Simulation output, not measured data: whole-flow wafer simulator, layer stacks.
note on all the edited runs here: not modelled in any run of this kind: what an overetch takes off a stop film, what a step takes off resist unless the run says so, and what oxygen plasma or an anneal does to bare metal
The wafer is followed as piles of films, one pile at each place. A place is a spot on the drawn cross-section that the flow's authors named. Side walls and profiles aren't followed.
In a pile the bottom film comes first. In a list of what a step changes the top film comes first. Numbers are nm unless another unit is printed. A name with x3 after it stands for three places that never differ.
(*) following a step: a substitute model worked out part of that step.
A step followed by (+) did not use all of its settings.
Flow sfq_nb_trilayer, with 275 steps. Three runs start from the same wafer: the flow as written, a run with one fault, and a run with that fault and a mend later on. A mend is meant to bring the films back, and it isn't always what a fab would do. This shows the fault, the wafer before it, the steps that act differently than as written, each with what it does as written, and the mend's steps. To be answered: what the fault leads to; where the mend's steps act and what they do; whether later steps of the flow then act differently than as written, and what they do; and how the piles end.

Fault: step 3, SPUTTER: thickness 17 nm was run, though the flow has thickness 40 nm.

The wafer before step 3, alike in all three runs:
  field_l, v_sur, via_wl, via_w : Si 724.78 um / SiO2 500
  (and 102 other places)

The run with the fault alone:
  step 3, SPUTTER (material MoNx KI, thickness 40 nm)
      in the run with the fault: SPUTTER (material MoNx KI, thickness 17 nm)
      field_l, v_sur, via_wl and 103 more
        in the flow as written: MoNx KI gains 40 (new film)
        in the run with the fault: MoNx KI gains 17 (new film)
  Steps later in the flow that act otherwise than as written (8 more steps, not shown, differ only slightly: by at most 2% or 0.5 nm, whichever is larger):
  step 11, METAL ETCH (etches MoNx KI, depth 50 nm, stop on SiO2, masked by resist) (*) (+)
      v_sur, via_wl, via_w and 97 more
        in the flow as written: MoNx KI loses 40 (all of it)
        in the run with the fault: MoNx KI loses 17 (all of it)
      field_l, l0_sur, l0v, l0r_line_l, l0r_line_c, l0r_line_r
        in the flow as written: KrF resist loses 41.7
        in the run with the fault: KrF resist loses 21.2
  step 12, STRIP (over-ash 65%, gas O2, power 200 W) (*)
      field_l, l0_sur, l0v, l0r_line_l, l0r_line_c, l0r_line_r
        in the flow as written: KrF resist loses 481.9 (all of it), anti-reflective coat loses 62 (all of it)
        in the run with the fault: KrF resist loses 502.3 (all of it), anti-reflective coat loses 62 (all of it)
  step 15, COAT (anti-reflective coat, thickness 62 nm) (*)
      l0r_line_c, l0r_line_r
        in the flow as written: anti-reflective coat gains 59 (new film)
        in the run with the fault: anti-reflective coat gains 60.6 (new film)
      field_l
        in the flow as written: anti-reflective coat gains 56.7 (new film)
        in the run with the fault: anti-reflective coat gains 59.4 (new film)
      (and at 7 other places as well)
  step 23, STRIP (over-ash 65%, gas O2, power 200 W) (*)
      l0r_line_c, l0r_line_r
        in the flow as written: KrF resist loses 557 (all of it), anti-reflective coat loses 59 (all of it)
        in the run with the fault: KrF resist loses 558.6 (all of it), anti-reflective coat loses 60.6 (all of it)
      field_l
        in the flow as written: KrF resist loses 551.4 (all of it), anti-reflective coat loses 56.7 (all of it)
        in the run with the fault: KrF resist loses 556.3 (all of it), anti-reflective coat loses 59.4 (all of it)
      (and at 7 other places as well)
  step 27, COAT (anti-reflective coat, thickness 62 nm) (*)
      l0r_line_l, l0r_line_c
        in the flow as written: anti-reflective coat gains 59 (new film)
        in the run with the fault: anti-reflective coat gains 60.6 (new film)
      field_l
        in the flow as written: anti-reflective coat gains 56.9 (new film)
        in the run with the fault: anti-reflective coat gains 59.6 (new film)
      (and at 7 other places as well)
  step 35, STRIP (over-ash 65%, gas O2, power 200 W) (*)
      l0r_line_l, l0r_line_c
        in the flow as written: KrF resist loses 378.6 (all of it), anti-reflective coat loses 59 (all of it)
        in the run with the fault: KrF resist loses 380.8 (all of it), anti-reflective coat loses 60.6 (all of it)
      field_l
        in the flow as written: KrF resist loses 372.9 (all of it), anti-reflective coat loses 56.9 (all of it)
        in the run with the fault: KrF resist loses 378.3 (all of it), anti-reflective coat loses 59.6 (all of it)
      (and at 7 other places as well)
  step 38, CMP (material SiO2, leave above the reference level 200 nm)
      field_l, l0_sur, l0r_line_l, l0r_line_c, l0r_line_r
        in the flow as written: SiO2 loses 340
        in the run with the fault: SiO2 loses 317
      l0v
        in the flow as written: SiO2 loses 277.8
        in the run with the fault: SiO2 loses 254.8
  The piles end different from the flow's at field_l, l0_sur, l0v, l0r_line_l, l0r_line_c, l0r_line_r by more than 2% or 0.5 nm, whichever is larger.
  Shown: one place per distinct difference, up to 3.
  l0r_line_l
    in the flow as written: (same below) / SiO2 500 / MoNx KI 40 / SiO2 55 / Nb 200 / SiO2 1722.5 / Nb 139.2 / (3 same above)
    in the run with the fault: (same below) / SiO2 500 / MoNx KI 17 / SiO2 55 / Nb 200 / SiO2 1745.5 / Nb 139.2 / (3 same above)
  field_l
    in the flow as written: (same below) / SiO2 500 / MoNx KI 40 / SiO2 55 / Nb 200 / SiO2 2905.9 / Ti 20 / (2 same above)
    in the run with the fault: (same below) / SiO2 500 / MoNx KI 17 / SiO2 55 / Nb 200 / SiO2 2928.9 / Ti 20 / (2 same above)
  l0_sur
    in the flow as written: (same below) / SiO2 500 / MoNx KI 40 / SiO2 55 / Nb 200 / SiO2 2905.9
    in the run with the fault: (same below) / SiO2 500 / MoNx KI 17 / SiO2 55 / Nb 200 / SiO2 2928.9

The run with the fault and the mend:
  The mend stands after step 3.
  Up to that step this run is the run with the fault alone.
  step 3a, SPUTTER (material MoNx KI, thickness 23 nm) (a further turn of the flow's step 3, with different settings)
      field_l, v_sur, via_wl and 103 more
        MoNx KI gains 23
  Later steps of the flow that are run all act as written at every place that is followed.
  The piles end the same as the flow's at every place that both follow.
